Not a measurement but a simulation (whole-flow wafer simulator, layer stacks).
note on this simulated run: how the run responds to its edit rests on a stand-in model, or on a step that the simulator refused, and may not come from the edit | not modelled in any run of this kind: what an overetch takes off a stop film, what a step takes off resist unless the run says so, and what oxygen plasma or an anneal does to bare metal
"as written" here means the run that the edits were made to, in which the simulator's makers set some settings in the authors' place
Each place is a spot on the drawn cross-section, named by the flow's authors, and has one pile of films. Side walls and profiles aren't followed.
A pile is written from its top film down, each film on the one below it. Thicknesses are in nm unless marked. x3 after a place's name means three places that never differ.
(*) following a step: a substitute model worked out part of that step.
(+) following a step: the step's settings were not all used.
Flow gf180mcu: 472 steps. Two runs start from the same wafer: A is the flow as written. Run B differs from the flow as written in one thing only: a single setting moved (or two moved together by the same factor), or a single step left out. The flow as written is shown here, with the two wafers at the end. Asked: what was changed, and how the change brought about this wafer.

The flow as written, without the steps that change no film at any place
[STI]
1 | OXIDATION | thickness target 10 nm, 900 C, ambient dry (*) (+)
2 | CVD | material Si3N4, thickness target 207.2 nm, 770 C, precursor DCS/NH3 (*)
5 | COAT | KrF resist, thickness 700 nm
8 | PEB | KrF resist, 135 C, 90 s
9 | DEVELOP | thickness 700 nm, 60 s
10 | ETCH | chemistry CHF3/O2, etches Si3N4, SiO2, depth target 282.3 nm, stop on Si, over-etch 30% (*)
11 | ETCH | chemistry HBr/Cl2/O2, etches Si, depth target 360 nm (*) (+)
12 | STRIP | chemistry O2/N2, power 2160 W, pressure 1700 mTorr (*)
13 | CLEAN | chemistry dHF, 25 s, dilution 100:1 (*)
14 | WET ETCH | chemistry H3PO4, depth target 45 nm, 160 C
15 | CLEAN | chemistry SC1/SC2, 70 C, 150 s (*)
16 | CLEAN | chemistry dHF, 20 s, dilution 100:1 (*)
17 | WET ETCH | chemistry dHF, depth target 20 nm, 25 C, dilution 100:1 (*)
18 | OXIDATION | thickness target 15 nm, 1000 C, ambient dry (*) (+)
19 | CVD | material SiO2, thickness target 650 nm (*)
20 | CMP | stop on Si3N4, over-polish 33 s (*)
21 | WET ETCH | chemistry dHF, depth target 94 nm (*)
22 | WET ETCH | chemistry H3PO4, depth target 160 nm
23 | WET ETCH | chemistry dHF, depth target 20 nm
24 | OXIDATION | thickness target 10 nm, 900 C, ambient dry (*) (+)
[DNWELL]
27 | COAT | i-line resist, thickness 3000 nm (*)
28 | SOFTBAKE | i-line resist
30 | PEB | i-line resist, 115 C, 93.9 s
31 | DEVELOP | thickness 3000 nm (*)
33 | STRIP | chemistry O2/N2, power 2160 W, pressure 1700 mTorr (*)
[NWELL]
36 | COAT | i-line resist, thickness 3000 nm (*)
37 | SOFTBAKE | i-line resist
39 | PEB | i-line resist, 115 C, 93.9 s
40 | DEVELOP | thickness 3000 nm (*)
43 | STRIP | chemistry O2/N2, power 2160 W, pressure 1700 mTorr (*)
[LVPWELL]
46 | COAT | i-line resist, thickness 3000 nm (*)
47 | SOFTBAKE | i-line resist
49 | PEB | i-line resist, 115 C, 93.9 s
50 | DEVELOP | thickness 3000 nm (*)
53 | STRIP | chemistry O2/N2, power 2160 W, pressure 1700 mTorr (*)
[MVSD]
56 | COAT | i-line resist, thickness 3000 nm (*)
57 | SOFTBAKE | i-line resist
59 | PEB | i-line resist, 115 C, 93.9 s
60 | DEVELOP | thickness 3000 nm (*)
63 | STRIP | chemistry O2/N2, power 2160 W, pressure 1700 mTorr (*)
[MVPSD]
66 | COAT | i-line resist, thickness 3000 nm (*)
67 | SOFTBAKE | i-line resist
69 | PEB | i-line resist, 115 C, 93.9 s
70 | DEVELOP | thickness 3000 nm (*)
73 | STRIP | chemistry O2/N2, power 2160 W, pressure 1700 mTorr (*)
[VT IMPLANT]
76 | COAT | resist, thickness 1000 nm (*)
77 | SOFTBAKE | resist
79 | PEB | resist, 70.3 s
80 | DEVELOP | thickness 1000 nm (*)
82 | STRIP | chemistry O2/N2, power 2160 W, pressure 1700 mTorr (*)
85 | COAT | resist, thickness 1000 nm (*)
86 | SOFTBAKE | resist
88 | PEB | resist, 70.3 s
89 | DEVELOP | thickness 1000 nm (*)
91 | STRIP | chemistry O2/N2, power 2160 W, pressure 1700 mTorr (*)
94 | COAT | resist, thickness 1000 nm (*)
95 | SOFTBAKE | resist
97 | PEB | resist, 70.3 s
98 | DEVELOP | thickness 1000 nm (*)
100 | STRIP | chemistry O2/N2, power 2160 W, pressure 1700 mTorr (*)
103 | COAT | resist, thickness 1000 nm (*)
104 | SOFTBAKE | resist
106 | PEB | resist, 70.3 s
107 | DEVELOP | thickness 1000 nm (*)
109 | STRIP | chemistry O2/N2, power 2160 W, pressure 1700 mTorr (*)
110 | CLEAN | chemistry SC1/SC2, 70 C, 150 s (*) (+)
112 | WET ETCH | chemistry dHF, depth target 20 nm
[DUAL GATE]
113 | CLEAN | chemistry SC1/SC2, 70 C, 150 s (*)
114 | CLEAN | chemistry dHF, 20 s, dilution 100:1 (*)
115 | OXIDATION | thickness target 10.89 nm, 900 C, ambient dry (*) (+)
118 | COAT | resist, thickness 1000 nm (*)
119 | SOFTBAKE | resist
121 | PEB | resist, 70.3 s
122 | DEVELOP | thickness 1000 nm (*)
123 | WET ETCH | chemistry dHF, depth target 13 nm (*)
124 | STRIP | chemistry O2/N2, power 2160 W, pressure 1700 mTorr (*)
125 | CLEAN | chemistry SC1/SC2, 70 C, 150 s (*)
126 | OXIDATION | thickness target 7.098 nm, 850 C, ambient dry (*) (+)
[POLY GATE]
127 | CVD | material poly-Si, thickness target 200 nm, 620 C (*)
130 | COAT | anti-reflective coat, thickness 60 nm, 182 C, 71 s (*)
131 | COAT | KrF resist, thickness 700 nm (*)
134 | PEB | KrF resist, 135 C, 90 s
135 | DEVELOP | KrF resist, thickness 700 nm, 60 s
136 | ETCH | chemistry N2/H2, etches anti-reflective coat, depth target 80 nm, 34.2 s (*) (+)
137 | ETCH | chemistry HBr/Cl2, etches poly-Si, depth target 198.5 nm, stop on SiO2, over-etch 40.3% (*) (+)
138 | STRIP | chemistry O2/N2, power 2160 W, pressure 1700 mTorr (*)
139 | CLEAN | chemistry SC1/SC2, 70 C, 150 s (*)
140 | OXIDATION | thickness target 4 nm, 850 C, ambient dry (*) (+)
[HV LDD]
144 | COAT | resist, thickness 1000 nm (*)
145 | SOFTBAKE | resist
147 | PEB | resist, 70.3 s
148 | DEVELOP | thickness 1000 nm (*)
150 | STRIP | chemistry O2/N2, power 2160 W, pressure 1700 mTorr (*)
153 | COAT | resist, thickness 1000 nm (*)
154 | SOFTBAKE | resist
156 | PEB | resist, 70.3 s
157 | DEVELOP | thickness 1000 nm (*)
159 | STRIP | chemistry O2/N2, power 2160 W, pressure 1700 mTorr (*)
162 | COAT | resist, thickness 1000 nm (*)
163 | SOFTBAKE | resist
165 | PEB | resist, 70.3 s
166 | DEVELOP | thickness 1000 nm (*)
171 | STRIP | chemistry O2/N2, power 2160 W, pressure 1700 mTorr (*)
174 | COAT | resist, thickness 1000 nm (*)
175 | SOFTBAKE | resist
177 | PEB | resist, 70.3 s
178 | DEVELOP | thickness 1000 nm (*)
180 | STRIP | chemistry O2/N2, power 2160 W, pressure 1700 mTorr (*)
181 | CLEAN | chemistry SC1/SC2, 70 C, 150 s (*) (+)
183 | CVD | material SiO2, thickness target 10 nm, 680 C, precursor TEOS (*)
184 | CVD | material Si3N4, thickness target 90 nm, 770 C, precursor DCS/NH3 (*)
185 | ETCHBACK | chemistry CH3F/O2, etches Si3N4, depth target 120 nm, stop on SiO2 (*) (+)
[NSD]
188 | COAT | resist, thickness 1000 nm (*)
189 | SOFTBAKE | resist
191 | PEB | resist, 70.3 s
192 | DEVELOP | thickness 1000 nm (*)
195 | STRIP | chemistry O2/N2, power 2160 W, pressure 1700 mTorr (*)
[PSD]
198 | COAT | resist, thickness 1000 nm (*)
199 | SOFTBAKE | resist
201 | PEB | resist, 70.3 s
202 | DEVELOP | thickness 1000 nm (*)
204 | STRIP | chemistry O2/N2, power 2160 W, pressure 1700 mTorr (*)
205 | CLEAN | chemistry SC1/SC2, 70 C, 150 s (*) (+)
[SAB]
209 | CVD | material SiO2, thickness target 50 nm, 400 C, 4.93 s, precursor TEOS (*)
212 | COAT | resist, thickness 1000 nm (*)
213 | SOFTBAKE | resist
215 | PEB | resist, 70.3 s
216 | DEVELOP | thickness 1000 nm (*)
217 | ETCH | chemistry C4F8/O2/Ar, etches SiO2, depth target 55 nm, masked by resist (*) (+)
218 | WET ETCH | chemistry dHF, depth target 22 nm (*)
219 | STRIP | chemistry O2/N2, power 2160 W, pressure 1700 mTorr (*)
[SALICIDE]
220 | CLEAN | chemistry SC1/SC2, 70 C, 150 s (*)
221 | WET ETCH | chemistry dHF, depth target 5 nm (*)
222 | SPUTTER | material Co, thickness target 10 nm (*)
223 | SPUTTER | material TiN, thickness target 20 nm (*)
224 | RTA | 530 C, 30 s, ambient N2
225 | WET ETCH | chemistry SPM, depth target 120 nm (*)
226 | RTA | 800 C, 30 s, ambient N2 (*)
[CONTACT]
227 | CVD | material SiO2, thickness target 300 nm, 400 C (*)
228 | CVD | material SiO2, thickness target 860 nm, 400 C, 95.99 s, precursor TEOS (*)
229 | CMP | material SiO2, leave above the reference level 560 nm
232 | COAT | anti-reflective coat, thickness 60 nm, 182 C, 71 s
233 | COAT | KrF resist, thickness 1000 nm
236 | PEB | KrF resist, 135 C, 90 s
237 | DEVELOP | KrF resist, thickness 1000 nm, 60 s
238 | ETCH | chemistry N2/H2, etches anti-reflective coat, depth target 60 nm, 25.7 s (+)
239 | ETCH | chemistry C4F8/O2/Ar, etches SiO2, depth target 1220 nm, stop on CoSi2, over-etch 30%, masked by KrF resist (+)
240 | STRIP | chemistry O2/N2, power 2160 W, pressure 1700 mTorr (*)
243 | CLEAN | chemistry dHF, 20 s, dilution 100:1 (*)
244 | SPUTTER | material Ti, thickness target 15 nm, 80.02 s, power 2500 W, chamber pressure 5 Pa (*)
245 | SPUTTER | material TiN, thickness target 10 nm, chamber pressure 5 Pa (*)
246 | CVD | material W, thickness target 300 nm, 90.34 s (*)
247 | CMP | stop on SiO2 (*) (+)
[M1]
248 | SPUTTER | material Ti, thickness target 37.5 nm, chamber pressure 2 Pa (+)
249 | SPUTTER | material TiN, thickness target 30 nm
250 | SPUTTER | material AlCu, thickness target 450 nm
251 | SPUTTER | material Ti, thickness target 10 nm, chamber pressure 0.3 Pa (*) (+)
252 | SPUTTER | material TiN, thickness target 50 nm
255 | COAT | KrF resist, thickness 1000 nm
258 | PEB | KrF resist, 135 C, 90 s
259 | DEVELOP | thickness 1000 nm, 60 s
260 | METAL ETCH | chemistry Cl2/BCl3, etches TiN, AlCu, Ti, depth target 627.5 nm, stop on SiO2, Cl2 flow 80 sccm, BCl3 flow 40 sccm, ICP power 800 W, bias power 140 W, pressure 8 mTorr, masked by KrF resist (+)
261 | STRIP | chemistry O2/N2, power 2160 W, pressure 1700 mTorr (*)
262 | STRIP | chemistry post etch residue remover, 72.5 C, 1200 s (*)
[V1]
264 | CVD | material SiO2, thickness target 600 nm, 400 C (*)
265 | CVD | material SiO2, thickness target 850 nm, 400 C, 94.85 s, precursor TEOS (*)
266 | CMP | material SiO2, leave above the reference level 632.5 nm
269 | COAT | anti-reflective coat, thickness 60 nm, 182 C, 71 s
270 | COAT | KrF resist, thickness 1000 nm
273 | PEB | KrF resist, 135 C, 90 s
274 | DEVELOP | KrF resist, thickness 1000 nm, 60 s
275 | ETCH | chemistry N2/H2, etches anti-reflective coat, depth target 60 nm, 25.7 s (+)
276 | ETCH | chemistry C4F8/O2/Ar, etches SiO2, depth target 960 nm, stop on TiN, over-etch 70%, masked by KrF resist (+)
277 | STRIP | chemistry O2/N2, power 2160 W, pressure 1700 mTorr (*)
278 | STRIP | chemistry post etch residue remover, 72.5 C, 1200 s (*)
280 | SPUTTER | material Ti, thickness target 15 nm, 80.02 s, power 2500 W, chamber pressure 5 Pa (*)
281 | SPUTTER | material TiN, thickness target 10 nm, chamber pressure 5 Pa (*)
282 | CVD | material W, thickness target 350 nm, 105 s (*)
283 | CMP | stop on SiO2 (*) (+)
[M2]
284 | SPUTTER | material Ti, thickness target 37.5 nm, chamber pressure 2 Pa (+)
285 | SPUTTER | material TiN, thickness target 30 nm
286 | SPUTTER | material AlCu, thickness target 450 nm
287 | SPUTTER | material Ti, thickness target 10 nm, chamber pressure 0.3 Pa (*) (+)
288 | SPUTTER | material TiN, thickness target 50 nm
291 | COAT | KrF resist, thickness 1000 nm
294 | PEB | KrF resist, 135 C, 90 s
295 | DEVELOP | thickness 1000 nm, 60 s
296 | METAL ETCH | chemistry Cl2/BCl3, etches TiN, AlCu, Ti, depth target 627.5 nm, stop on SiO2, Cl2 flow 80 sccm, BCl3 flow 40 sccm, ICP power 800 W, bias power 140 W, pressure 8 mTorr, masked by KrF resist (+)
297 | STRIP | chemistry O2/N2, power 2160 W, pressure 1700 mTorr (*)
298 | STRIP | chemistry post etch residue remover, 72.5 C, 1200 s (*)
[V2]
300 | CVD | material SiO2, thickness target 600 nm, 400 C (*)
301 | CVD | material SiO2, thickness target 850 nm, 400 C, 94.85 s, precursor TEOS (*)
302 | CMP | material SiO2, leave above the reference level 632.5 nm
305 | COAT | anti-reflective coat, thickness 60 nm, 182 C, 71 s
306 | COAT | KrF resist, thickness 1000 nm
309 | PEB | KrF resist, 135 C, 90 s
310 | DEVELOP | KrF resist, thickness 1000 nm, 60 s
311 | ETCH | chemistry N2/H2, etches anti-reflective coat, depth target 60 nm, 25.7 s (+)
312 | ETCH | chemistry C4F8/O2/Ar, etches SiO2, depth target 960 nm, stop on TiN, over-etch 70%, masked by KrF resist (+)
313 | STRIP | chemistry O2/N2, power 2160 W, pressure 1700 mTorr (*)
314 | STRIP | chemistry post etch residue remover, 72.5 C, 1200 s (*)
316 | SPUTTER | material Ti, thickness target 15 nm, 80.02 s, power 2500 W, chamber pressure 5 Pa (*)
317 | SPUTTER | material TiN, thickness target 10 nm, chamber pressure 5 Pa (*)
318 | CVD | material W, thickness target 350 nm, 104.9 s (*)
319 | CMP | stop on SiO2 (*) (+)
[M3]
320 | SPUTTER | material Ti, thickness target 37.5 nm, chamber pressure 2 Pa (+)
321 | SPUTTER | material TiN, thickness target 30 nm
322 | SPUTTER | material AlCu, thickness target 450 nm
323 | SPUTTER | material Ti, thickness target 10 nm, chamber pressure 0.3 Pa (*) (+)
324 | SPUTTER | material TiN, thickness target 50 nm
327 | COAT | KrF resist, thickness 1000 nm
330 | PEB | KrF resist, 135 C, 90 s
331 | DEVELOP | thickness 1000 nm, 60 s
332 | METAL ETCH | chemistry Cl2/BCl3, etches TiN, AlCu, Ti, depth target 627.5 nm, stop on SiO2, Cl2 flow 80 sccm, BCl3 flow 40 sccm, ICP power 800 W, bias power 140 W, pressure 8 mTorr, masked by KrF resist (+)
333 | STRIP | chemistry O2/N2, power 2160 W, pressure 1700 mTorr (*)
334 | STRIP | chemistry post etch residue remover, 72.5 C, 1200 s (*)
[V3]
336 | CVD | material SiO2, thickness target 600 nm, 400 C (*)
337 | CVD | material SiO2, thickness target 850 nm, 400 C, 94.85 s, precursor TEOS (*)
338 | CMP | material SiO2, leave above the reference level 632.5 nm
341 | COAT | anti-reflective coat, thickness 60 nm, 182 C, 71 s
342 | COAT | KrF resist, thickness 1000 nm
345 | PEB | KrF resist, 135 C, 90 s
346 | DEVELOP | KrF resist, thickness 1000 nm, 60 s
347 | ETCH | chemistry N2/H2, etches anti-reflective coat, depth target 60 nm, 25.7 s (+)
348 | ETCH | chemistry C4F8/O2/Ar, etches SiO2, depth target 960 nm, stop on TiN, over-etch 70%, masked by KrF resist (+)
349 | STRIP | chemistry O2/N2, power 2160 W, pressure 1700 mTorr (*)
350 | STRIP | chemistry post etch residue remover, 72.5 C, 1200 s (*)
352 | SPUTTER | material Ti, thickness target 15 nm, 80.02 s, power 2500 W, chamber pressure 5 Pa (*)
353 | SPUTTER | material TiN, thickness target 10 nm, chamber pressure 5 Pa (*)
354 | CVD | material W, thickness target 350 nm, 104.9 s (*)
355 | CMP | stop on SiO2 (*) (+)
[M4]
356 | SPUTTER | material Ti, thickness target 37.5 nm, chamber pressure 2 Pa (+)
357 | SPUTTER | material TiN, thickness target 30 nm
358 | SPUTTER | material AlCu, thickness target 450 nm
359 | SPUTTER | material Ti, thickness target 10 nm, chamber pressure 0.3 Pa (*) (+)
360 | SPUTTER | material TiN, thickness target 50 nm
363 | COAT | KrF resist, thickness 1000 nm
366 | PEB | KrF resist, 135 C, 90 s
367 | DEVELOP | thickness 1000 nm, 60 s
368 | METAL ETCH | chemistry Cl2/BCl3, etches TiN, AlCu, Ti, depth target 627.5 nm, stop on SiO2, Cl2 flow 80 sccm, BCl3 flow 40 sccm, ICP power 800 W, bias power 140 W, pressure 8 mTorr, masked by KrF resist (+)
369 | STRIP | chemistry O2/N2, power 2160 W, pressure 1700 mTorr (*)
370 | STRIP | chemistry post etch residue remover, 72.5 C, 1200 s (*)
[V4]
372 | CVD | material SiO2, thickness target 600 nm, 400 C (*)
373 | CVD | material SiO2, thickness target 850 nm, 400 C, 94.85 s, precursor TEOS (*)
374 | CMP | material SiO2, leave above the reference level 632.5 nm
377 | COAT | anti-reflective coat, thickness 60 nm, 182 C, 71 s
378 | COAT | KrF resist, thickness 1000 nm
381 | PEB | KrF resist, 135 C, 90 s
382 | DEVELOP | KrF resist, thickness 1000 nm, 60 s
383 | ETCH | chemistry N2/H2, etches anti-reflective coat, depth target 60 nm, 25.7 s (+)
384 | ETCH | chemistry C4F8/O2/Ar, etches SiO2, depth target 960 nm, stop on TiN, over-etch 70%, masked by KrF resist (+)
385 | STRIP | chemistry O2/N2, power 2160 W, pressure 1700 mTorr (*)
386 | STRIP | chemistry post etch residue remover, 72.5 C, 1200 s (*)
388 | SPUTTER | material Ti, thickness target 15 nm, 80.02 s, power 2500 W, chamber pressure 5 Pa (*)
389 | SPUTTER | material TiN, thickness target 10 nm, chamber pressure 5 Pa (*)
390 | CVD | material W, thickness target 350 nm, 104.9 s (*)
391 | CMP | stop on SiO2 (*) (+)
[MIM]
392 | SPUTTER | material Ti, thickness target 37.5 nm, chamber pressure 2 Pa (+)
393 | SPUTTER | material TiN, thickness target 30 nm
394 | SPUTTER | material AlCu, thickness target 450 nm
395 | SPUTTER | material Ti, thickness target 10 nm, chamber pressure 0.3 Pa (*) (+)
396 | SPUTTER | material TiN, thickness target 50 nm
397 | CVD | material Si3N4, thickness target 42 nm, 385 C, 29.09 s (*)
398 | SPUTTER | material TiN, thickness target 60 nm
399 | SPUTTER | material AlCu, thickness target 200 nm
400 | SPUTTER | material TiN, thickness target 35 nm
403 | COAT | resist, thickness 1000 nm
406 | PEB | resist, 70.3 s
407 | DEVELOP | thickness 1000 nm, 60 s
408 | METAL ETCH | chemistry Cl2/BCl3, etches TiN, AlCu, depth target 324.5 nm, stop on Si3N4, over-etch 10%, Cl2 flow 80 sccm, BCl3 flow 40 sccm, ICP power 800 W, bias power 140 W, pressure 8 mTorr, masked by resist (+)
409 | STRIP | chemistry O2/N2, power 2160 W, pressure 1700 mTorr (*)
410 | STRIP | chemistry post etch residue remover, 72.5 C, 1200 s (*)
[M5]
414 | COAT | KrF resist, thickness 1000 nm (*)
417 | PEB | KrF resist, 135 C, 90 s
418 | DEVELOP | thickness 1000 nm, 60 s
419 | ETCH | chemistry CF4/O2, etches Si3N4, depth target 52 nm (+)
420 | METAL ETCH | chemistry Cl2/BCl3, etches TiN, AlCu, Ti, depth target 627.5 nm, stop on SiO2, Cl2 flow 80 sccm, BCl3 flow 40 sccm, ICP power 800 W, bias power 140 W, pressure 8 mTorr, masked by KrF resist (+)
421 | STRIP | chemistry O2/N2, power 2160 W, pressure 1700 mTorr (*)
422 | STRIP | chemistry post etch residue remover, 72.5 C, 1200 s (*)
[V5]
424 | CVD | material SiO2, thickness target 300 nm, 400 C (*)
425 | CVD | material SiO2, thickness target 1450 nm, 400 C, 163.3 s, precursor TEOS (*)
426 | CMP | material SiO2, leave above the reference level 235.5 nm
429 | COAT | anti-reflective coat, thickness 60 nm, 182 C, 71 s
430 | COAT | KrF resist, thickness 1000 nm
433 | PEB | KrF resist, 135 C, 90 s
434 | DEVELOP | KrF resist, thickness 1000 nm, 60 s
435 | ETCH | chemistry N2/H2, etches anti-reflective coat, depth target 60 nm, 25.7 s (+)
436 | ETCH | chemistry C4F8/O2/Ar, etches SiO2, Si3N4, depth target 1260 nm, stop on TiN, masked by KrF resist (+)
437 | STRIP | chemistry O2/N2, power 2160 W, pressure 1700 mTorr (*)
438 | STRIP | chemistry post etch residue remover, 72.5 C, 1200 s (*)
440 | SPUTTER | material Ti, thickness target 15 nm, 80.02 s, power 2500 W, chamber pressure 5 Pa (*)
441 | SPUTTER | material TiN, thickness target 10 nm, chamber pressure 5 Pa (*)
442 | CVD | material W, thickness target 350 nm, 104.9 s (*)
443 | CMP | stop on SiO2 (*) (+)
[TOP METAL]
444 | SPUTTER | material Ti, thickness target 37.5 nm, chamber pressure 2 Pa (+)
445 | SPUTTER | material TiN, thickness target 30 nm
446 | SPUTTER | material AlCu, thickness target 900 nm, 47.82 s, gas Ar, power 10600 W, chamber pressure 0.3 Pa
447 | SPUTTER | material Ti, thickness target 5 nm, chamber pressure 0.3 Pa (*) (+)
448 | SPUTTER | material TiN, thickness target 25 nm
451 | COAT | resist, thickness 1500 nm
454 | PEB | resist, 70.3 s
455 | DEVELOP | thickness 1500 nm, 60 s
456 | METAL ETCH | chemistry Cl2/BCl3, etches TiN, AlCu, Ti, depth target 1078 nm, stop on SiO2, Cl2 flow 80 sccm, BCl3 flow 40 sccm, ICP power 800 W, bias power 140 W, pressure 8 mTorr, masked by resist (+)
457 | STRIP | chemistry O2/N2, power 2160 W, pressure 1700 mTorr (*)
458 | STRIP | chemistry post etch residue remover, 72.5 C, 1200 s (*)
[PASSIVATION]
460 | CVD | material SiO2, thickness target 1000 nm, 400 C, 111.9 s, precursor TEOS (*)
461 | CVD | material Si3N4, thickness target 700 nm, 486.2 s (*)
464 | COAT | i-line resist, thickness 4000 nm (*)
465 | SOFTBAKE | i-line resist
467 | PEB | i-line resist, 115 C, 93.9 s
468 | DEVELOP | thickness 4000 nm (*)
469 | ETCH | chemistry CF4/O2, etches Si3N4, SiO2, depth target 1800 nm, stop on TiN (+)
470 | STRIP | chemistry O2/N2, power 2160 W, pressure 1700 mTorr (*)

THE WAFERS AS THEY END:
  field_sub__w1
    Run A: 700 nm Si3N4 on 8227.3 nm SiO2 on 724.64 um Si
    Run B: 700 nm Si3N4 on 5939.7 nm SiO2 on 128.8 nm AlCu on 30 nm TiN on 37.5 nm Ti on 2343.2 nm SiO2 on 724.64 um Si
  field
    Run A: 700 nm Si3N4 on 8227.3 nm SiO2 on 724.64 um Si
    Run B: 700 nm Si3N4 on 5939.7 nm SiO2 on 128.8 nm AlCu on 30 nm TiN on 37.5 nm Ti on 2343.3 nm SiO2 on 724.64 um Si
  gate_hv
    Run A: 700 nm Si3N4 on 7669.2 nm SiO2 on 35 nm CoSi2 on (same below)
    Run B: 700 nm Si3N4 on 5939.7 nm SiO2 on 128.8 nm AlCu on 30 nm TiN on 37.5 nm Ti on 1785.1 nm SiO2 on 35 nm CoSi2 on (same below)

The reason: step 286, SPUTTER: thickness target 702 nm was run, whereas the flow has thickness target 450 nm.

The path from the change to this, step by step:
  286 | SPUTTER | material AlCu, thickness target 450 nm
      field, field__w1, field__w2 and 108 more: A +450 AlCu (new film) | B +702 AlCu (new film)
  296 | METAL ETCH | chemistry Cl2/BCl3, etches TiN, AlCu, Ti, depth target 627.5 nm, stop on SiO2, Cl2 flow 80 sccm, BCl3 flow 40 sccm, ICP power 800 W, bias power 140 W, pressure 8 mTorr, masked by KrF resist (+)
      field, field__w1, field__w2 and 103 more: A -50 TiN (all of it), -10 Ti (all of it), -450 AlCu (all of it), -30 TiN (all of it), -37.5 Ti (all of it) | B -50 TiN (all of it), -10 Ti (all of it), -567.5 AlCu
  298 | STRIP | chemistry post etch residue remover, 72.5 C, 1200 s (*)
      field, field__w1, field__w2 and 103 more: A nothing | B -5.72 AlCu
  300 | CVD | material SiO2, thickness target 600 nm, 400 C (*)
      field, field__w1, field__w2 and 103 more: A +600 SiO2 | B +600 SiO2 (new film)
  302 | CMP | material SiO2, leave above the reference level 632.5 nm
      field, field__w1, field__w2 and 103 more: A -300 SiO2 | B -244.3 SiO2
With metal films that touch counted as one body, field_sub__w1 has 1 body; the flow as written gives 0 bodies.
With metal films that touch counted as one body, field has 1 body; the flow as written gives 0 bodies.
With metal films that touch counted as one body, gate_hv has 2 bodies (between them, from the top down: SiO2 1785.1); the flow as written gives 1 body.
